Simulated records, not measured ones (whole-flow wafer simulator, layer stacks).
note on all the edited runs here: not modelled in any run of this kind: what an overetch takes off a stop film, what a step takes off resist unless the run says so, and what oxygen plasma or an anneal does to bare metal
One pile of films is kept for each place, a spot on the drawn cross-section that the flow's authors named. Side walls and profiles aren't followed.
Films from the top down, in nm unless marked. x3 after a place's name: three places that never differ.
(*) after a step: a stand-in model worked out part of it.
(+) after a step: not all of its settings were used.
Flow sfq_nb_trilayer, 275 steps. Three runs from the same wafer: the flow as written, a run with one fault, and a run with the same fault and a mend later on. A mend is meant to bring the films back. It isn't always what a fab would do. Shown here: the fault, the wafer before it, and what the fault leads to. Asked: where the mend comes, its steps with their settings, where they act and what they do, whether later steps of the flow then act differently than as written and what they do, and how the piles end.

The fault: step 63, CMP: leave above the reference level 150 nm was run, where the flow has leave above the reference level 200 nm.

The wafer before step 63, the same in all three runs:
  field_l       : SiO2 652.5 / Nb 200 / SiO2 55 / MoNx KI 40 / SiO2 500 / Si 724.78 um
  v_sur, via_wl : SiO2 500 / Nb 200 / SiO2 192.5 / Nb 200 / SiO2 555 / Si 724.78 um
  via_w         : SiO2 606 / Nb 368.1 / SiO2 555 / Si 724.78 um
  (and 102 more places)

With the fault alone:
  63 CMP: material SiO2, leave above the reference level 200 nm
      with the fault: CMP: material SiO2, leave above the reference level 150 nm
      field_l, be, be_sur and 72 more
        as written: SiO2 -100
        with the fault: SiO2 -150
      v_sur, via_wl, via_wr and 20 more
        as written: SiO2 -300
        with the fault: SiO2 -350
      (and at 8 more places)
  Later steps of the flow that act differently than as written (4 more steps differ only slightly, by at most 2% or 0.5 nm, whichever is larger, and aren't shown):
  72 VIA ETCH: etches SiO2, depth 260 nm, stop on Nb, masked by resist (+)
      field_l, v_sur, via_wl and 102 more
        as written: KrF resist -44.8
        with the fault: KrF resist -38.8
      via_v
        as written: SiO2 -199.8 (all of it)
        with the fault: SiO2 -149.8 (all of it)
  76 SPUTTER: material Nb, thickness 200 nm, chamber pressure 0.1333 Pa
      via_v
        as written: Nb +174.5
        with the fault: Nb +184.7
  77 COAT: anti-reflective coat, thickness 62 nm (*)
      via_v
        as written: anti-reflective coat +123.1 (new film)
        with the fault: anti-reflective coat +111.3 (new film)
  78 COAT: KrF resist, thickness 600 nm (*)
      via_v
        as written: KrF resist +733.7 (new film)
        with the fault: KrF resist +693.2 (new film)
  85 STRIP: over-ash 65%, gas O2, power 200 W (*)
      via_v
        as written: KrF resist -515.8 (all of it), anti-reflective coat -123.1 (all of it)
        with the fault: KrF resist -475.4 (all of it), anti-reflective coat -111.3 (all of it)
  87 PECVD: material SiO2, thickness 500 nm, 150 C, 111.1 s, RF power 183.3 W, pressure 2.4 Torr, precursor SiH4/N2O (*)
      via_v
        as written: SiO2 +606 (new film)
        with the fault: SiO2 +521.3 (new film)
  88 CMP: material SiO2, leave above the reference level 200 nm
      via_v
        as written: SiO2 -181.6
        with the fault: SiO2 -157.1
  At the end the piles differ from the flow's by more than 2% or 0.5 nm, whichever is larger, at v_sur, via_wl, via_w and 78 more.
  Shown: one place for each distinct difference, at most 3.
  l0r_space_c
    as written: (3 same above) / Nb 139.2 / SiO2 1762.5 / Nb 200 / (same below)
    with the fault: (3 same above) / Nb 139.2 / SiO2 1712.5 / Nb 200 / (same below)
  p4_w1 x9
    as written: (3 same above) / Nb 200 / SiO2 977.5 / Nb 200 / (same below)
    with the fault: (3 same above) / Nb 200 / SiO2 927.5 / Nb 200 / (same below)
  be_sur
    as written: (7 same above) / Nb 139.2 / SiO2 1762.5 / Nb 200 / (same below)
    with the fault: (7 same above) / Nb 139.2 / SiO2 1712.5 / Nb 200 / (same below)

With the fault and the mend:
  The mend comes after step 64.
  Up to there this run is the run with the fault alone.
  64a PECVD: material SiO2, thickness 50 nm, 150 C, 11.11 s, RF power 183.3 W, pressure 2.4 Torr, precursor SiH4/N2O (the flow's step 62 once more, with other settings)
      field_l, v_sur, via_wl and 103 more
        SiO2 +50
  No later step of the flow acts differently than as written, at any place that is followed, by more than 2% or 0.5 nm, whichever is larger.
  At the end the piles differ from the flow's only slightly at the places that both follow, by at most 2% or 0.5 nm, whichever is larger.
